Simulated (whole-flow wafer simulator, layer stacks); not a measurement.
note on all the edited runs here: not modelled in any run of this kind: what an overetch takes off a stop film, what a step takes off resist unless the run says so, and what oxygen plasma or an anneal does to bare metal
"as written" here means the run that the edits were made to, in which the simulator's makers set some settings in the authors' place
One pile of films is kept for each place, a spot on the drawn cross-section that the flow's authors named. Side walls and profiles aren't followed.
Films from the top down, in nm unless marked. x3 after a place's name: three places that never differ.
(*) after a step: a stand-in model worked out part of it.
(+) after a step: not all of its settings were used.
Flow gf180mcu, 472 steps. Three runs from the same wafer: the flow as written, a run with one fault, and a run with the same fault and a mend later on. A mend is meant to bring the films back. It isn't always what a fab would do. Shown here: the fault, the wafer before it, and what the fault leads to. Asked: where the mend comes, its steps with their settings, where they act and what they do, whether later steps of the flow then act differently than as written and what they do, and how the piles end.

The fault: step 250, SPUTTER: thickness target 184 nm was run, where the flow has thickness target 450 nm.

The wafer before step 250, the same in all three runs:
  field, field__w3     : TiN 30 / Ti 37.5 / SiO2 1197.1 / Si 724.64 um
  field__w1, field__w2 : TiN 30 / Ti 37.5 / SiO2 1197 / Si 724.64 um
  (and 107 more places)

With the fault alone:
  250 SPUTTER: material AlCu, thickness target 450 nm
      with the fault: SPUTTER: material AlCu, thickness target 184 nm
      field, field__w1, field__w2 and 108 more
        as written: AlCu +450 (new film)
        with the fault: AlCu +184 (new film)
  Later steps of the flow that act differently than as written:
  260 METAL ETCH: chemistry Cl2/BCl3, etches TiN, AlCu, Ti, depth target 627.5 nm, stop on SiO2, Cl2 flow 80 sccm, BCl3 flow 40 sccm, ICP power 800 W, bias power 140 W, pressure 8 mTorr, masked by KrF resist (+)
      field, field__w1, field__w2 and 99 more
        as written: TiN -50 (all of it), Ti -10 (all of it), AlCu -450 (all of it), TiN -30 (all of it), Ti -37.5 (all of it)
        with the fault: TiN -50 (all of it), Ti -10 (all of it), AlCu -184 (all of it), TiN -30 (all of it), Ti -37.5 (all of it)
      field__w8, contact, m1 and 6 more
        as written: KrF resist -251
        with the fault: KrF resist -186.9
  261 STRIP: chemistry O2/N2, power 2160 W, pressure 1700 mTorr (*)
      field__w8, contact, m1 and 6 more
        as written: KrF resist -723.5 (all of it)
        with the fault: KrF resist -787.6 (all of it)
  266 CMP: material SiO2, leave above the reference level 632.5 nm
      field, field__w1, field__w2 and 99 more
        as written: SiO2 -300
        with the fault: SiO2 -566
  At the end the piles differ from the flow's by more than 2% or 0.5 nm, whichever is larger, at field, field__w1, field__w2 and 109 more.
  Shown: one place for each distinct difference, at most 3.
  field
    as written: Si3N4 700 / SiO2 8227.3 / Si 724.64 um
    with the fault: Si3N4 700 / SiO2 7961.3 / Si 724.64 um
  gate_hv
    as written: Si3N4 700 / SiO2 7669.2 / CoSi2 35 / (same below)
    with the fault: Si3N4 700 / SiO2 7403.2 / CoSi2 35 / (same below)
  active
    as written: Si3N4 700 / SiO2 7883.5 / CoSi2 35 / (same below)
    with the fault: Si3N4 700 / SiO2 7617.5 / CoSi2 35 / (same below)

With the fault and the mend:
  The mend comes after step 250.
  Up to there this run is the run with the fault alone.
  250a SPUTTER: material AlCu, thickness target 266 nm (the flow's step 250 once more, with other settings)
      field, field__w1, field__w2 and 108 more
        AlCu +266
  No later step of the flow acts differently than as written at any place that is followed.
  At the end the piles are the same as the flow's at every place that both follow.
